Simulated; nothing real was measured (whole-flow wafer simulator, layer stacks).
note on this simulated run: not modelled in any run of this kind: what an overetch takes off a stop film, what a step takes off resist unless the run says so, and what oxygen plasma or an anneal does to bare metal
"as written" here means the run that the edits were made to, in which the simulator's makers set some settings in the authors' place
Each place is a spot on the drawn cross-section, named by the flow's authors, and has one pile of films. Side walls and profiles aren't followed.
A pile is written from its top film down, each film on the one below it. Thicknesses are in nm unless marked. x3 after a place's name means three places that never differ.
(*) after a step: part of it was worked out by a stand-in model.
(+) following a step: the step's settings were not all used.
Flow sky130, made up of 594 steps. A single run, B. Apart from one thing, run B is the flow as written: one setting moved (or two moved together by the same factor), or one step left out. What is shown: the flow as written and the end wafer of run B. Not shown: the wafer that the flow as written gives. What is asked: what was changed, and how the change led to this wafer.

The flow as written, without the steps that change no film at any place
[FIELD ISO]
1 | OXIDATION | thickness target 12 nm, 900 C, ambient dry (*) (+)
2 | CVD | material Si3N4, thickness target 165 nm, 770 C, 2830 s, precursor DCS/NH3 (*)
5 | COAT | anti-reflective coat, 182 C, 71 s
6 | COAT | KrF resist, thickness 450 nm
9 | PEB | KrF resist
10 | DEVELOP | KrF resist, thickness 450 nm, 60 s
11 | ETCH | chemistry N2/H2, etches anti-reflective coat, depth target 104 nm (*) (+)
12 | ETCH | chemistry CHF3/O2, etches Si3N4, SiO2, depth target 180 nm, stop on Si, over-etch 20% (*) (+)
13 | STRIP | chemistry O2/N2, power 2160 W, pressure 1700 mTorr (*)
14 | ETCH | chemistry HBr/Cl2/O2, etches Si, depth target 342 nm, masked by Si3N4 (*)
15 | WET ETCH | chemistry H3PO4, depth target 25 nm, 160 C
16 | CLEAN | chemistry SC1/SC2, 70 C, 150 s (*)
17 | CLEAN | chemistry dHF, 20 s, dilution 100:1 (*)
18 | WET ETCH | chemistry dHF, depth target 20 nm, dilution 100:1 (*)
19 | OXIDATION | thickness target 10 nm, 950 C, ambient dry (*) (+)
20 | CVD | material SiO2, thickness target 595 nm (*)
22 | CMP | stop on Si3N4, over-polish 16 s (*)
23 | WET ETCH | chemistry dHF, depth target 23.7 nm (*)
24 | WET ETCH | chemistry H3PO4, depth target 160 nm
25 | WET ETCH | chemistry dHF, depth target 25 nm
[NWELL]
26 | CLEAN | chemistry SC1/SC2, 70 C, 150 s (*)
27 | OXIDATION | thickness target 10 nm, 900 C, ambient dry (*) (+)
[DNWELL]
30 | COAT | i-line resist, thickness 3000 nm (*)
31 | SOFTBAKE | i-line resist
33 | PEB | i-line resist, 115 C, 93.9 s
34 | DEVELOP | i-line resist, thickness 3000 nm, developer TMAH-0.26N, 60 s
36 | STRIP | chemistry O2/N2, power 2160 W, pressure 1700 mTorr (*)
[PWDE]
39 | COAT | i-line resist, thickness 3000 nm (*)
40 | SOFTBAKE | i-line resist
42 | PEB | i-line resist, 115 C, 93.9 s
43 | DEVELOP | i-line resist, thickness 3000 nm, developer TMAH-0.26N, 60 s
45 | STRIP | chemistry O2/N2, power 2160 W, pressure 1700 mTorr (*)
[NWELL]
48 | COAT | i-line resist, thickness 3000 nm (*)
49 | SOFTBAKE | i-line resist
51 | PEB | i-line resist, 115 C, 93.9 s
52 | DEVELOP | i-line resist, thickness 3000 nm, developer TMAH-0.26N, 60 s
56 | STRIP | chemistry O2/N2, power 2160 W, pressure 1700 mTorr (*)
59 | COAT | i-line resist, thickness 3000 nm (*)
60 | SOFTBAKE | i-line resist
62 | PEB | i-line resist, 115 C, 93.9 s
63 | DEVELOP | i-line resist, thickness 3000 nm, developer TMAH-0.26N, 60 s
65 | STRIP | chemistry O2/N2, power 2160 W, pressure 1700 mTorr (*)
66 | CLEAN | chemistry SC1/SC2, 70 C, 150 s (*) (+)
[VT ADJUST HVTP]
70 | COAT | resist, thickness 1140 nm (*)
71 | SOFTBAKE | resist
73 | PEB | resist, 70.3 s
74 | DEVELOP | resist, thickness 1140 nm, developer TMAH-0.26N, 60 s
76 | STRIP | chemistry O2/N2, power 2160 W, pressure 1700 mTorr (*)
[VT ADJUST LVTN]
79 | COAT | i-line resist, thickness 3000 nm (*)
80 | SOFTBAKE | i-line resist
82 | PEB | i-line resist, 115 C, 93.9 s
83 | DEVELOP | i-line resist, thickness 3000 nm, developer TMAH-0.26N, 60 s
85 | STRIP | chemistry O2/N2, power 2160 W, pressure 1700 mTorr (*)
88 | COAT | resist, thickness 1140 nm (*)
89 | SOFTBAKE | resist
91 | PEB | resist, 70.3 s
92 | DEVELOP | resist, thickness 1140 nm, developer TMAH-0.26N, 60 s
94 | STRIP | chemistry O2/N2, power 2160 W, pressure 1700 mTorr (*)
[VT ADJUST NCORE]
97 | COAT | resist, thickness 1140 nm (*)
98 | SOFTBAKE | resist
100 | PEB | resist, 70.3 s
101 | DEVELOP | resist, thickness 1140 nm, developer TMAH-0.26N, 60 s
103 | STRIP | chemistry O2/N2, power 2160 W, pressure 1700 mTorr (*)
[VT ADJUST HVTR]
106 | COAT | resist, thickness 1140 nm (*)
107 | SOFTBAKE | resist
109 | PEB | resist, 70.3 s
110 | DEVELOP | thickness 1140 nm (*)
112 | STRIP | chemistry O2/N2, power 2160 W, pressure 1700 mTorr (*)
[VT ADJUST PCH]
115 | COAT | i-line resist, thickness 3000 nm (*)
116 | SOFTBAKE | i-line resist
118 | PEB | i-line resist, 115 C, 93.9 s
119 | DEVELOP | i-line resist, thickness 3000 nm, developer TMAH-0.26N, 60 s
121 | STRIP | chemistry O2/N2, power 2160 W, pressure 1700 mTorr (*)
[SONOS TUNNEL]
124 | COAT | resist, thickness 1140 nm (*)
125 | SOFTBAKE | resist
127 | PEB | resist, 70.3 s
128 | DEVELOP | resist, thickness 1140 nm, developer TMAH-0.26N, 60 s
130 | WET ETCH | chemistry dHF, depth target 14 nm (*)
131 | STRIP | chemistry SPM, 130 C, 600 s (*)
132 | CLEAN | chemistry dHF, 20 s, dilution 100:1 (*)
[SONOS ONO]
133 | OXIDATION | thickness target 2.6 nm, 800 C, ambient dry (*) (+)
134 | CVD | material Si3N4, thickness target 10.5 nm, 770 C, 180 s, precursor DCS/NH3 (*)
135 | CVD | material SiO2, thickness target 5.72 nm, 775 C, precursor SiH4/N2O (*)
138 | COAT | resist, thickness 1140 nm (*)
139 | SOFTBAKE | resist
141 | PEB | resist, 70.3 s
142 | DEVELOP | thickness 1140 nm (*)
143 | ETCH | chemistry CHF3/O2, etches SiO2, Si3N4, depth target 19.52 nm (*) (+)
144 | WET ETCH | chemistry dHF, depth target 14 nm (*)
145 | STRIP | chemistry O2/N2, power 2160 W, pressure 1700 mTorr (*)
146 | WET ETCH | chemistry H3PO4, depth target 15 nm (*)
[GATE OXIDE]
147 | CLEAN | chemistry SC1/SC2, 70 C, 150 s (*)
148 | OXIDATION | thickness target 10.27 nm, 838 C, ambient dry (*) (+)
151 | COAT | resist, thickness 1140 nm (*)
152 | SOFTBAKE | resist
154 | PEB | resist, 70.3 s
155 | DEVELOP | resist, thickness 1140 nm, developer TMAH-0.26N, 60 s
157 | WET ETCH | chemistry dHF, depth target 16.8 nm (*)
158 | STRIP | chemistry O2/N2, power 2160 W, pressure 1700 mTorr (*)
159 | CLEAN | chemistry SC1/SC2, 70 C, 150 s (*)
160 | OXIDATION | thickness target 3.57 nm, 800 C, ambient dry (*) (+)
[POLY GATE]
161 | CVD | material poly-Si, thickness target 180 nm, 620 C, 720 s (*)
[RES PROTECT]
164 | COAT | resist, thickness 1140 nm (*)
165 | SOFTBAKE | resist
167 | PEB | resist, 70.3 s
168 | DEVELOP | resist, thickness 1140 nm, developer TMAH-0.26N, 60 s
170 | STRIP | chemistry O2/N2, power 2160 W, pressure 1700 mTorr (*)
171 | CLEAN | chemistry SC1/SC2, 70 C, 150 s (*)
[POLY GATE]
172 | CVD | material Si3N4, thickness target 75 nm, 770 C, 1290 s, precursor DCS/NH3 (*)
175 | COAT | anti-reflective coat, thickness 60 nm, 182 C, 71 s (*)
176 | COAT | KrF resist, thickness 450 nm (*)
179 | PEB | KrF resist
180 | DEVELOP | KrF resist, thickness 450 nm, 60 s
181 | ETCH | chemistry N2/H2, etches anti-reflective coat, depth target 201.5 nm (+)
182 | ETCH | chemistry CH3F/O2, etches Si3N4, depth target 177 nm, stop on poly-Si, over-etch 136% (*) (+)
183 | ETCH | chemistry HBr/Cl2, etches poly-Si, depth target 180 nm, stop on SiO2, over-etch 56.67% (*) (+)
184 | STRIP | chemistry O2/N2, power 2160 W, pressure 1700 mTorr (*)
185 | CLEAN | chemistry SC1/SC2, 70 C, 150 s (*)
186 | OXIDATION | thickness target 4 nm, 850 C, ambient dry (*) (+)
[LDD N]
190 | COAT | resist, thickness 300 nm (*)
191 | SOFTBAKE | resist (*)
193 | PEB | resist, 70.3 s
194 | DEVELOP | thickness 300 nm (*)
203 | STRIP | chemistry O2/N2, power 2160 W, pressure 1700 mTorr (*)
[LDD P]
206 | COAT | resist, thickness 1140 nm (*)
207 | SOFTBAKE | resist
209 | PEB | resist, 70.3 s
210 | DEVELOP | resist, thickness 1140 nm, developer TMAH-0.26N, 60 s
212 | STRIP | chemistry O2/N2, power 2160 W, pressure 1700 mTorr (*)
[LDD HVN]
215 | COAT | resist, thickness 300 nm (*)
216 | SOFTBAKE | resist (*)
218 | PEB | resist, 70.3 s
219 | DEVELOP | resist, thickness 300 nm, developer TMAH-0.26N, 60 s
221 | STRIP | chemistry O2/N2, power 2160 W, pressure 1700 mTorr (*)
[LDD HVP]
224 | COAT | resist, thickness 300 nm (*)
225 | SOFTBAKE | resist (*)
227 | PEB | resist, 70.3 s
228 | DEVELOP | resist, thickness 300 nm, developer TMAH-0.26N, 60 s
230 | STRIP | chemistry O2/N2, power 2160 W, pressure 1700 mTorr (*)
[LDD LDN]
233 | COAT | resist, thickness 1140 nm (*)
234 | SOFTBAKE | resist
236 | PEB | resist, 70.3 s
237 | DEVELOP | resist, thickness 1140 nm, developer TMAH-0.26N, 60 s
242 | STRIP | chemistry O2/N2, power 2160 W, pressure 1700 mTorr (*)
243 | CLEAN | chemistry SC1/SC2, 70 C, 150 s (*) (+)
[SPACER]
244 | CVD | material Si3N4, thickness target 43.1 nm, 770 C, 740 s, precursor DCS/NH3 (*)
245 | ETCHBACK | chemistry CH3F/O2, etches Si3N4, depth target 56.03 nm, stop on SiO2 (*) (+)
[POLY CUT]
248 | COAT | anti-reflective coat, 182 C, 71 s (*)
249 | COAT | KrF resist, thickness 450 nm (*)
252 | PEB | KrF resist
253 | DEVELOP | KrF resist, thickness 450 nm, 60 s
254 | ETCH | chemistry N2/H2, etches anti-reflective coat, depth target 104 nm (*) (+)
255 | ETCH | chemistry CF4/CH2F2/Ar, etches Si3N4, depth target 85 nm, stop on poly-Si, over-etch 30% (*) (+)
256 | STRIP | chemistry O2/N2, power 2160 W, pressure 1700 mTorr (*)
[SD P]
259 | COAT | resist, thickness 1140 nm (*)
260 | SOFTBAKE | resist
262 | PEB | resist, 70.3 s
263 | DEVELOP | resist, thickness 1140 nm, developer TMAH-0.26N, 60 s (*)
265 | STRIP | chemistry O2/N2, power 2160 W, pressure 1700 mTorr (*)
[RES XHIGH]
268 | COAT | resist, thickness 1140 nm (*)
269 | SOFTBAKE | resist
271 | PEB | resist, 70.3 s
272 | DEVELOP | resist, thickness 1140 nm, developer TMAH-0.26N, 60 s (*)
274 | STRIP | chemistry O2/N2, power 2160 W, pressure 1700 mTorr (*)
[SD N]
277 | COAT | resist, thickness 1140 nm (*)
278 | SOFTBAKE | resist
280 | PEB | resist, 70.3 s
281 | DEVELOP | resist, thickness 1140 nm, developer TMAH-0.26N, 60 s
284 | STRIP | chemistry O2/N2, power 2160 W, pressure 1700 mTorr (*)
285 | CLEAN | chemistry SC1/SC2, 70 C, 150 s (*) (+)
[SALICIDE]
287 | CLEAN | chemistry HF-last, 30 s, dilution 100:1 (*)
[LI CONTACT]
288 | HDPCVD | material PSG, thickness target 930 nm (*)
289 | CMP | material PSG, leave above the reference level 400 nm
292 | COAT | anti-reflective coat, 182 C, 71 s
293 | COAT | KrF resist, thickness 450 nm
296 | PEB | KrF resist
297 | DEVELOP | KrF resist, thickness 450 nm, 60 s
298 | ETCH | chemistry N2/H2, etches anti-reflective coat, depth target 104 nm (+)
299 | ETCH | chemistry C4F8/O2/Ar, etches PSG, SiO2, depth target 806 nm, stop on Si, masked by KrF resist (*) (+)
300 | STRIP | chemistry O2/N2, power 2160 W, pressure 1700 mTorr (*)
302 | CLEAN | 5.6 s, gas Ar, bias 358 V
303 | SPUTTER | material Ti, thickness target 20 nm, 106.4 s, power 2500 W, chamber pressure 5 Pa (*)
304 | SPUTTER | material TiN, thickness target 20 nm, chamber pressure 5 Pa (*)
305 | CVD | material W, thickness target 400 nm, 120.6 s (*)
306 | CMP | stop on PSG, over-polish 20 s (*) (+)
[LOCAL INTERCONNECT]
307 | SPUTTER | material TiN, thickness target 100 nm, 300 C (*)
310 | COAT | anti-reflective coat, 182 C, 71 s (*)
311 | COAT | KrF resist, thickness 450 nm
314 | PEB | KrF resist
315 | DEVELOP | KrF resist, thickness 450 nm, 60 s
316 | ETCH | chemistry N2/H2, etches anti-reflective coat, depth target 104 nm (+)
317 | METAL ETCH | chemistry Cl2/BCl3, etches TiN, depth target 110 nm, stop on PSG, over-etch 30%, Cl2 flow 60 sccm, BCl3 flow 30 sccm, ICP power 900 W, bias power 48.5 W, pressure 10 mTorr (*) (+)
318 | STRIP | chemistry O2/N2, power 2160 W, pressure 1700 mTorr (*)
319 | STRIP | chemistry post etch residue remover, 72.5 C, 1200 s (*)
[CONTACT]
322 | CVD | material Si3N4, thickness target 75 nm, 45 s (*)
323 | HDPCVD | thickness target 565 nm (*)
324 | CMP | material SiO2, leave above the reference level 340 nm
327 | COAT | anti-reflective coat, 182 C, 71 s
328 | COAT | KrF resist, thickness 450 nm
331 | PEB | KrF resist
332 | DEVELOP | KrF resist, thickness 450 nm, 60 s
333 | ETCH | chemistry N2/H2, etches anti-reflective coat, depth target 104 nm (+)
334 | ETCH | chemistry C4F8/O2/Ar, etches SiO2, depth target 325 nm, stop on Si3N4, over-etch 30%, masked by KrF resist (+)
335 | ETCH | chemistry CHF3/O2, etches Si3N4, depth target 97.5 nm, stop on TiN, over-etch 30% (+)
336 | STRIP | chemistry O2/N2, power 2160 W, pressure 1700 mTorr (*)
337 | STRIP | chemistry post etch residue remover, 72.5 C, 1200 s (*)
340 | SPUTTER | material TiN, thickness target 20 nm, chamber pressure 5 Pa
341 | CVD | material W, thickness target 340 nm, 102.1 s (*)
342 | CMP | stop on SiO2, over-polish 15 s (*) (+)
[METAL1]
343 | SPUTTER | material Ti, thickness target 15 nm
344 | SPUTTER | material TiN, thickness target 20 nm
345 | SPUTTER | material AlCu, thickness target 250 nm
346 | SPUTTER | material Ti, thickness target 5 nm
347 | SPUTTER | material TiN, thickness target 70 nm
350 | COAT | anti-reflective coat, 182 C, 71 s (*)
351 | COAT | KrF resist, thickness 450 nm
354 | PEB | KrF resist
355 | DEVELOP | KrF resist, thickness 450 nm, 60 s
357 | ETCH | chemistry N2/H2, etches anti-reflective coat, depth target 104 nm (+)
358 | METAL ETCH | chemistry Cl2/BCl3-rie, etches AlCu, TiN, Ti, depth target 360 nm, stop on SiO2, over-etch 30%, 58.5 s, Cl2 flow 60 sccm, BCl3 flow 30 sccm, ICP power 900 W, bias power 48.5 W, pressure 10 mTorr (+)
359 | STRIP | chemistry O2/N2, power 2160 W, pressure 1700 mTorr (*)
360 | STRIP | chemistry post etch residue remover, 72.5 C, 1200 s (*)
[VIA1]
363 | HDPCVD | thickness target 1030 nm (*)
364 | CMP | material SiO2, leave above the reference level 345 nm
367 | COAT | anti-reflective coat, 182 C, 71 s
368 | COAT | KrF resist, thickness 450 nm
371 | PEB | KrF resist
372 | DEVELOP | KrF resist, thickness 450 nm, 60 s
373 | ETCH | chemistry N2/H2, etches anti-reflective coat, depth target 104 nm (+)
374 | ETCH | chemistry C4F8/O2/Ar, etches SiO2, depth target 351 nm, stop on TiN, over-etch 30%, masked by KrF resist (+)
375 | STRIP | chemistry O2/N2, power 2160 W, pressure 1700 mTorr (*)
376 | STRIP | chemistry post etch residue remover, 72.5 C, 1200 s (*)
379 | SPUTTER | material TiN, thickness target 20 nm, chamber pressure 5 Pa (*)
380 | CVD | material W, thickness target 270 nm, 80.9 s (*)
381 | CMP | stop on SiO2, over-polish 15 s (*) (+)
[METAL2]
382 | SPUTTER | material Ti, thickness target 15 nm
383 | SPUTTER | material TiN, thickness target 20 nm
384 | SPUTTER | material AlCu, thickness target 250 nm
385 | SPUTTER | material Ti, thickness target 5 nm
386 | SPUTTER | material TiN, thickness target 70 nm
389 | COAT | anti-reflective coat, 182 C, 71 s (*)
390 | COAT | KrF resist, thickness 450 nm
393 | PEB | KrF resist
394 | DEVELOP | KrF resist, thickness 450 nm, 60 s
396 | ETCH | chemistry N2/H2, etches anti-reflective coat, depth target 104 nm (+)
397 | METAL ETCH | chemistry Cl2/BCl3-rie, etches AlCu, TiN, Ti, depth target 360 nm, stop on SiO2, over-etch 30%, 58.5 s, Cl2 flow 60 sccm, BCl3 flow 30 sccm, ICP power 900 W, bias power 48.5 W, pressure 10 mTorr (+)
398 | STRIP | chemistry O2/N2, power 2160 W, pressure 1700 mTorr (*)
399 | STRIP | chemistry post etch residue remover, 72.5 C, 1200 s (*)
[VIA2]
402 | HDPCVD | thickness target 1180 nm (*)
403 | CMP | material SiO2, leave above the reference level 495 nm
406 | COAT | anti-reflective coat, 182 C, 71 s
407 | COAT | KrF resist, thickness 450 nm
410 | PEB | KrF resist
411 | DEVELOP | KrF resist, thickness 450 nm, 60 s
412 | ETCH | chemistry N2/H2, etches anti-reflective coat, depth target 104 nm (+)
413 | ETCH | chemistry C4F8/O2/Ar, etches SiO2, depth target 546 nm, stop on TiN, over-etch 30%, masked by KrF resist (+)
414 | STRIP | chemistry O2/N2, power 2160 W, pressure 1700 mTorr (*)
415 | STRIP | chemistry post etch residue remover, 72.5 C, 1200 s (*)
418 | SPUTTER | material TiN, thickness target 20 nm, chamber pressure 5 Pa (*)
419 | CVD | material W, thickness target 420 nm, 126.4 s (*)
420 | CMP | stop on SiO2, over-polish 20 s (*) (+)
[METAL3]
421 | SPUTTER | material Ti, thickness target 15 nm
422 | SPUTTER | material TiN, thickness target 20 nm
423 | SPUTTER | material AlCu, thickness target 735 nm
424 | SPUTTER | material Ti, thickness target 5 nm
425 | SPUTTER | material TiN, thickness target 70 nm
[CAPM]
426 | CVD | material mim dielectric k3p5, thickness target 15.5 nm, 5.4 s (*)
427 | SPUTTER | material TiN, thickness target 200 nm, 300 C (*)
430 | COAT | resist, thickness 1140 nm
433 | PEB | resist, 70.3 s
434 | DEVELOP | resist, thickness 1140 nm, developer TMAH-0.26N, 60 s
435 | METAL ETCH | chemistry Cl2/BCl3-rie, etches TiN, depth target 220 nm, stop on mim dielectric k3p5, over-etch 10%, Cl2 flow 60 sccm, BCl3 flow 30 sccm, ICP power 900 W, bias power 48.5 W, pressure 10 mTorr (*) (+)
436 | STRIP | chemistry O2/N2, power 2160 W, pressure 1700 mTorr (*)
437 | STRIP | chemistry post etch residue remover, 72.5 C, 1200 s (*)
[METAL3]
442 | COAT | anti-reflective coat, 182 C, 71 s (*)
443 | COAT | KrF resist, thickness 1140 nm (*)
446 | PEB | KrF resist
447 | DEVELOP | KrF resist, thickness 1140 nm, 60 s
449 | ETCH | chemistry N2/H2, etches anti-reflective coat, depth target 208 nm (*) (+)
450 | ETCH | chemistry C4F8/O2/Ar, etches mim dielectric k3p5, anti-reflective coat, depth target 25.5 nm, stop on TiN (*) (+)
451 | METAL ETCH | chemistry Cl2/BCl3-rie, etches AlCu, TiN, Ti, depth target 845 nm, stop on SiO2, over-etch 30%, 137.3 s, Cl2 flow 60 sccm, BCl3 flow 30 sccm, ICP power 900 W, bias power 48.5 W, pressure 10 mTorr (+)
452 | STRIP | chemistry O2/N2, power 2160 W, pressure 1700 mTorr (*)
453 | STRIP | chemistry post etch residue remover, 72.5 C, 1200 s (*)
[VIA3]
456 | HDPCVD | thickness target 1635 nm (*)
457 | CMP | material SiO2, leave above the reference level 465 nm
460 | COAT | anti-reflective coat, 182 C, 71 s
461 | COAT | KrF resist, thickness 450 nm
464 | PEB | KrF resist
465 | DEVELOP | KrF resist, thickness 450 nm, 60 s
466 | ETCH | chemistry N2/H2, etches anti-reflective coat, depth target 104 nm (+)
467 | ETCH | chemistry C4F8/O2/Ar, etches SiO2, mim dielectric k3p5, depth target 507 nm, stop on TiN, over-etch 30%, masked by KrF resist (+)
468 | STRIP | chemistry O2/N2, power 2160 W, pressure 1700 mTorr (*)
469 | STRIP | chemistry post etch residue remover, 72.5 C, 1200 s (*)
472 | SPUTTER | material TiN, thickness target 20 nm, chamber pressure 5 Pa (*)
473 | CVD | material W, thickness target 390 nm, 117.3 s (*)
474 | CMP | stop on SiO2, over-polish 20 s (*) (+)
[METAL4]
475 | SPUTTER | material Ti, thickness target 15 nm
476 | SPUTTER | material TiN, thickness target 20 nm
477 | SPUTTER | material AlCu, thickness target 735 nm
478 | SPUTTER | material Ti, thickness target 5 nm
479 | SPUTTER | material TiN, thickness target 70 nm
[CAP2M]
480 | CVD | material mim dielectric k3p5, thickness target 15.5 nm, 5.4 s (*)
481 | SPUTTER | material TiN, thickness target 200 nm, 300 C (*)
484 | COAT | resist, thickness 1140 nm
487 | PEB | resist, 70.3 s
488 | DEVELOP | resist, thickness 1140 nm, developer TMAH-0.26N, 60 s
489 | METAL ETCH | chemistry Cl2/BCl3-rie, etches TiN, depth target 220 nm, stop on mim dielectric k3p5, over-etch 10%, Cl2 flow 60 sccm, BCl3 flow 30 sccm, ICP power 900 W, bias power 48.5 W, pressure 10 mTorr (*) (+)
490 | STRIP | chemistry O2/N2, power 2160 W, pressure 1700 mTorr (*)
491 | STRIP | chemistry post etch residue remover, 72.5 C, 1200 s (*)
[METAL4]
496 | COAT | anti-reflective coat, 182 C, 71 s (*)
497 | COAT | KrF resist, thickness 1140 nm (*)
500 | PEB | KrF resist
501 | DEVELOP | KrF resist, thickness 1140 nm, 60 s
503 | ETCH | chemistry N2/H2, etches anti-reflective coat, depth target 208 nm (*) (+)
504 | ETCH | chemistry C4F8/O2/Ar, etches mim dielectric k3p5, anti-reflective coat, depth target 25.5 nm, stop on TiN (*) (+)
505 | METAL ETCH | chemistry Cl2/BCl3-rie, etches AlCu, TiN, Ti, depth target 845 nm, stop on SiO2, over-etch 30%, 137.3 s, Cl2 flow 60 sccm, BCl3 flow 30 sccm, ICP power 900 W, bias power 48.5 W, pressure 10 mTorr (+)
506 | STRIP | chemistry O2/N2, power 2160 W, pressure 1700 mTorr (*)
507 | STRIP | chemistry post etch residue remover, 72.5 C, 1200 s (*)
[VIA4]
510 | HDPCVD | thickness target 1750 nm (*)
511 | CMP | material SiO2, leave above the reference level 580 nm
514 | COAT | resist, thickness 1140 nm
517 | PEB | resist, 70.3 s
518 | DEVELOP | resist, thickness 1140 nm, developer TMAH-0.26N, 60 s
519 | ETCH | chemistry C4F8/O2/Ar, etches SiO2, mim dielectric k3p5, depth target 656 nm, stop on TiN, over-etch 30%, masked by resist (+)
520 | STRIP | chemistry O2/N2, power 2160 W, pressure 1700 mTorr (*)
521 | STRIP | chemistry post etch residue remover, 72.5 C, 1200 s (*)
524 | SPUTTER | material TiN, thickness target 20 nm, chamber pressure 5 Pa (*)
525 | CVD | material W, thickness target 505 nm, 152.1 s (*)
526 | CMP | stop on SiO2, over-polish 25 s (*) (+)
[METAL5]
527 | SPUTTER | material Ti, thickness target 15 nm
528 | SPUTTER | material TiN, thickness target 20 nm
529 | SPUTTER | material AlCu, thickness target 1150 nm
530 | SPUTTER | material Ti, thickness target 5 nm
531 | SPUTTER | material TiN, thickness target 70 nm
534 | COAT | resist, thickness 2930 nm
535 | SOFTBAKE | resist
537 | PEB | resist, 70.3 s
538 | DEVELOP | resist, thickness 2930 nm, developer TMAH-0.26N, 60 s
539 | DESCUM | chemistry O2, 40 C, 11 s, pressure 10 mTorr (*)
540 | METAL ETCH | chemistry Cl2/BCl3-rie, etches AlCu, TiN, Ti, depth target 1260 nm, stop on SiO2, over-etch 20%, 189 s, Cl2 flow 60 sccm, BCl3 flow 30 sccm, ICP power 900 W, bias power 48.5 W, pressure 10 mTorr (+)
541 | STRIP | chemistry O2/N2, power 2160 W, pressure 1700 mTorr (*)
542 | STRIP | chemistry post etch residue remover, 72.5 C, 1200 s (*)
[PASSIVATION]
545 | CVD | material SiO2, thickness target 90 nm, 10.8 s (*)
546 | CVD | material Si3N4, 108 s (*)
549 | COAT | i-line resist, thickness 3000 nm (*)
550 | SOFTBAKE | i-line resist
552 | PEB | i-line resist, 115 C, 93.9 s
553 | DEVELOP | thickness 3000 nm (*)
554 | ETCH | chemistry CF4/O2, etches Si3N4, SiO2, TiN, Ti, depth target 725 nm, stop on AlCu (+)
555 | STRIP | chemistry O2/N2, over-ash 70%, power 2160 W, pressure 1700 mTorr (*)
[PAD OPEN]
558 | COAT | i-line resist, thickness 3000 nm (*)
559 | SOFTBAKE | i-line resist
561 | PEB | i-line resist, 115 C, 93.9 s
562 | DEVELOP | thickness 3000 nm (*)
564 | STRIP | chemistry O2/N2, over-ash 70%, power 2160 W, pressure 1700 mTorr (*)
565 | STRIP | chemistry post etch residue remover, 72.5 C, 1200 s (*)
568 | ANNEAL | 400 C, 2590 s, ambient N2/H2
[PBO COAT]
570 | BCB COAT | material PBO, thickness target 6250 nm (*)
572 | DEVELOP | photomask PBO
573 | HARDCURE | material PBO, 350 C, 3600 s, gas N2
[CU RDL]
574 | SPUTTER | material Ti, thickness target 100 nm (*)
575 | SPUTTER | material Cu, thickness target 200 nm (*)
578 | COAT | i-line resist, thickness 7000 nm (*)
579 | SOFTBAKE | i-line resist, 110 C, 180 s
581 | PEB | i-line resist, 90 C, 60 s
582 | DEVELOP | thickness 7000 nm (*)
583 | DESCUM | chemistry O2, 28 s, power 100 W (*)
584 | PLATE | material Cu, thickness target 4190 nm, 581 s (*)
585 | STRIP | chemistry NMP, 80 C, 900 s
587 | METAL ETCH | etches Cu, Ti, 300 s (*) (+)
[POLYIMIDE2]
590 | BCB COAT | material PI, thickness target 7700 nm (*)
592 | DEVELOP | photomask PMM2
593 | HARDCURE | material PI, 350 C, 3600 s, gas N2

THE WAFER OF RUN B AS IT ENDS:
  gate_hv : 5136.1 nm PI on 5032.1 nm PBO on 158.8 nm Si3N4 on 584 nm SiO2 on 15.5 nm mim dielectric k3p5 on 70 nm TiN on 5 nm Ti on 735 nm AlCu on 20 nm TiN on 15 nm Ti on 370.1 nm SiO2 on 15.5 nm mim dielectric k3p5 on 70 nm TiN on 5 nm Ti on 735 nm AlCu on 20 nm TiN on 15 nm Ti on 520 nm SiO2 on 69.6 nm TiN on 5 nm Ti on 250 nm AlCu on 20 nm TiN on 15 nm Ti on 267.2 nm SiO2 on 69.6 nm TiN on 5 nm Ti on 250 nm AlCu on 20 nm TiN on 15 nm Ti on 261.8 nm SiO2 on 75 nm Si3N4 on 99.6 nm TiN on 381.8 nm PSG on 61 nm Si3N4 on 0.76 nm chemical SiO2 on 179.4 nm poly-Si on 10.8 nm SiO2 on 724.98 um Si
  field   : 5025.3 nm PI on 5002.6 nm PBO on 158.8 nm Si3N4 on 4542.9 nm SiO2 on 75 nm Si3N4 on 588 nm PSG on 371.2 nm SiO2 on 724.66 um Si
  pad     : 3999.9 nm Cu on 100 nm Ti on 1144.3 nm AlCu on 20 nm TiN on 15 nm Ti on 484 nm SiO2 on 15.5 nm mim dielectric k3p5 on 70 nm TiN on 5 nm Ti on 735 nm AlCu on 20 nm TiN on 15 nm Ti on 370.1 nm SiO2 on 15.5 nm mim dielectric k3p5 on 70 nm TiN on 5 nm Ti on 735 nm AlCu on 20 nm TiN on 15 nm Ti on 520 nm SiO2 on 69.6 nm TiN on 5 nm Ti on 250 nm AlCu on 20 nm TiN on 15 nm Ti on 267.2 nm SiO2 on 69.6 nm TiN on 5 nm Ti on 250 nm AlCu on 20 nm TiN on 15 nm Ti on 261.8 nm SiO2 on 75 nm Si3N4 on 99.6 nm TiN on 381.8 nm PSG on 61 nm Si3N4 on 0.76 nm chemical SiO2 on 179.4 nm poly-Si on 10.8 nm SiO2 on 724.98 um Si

Cause: step 403, CMP: leave above the reference level 599 nm was run, while the flow as written has leave above the reference level 495 nm.

The path from the change to this, step by step:
  403 | CMP | material SiO2, leave above the reference level 495 nm
      n_well, p_well, gate_hv and 101 more: -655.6 SiO2 (as written it would have been: -759.6 SiO2)
      field, active, gate and 82 more: -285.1 SiO2 (as written it would have been: -389.1 SiO2)
      (as well as at 2 more places)
  413 | ETCH | chemistry C4F8/O2/Ar, etches SiO2, depth target 546 nm, stop on TiN, over-etch 30%, masked by KrF resist (+)
      m1: -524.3 SiO2 (all of it) (as written it would have been: -420.3 SiO2 (all of it))
      via2_hole: -523.8 SiO2 (all of it) (as written it would have been: -419.8 SiO2 (all of it))
  418 | SPUTTER | material TiN, thickness target 20 nm, chamber pressure 5 Pa (*)
      m1: +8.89 TiN (as written it would have been: +10.2 TiN)
      via2_hole: +8.88 TiN (as written it would have been: +10.2 TiN)
  419 | CVD | material W, thickness target 420 nm, 126.4 s (*)
      m1: +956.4 W (new film) (as written it would have been: +851.1 W (new film))
      via2_hole: +956 W (new film) (as written it would have been: +850.7 W (new film))
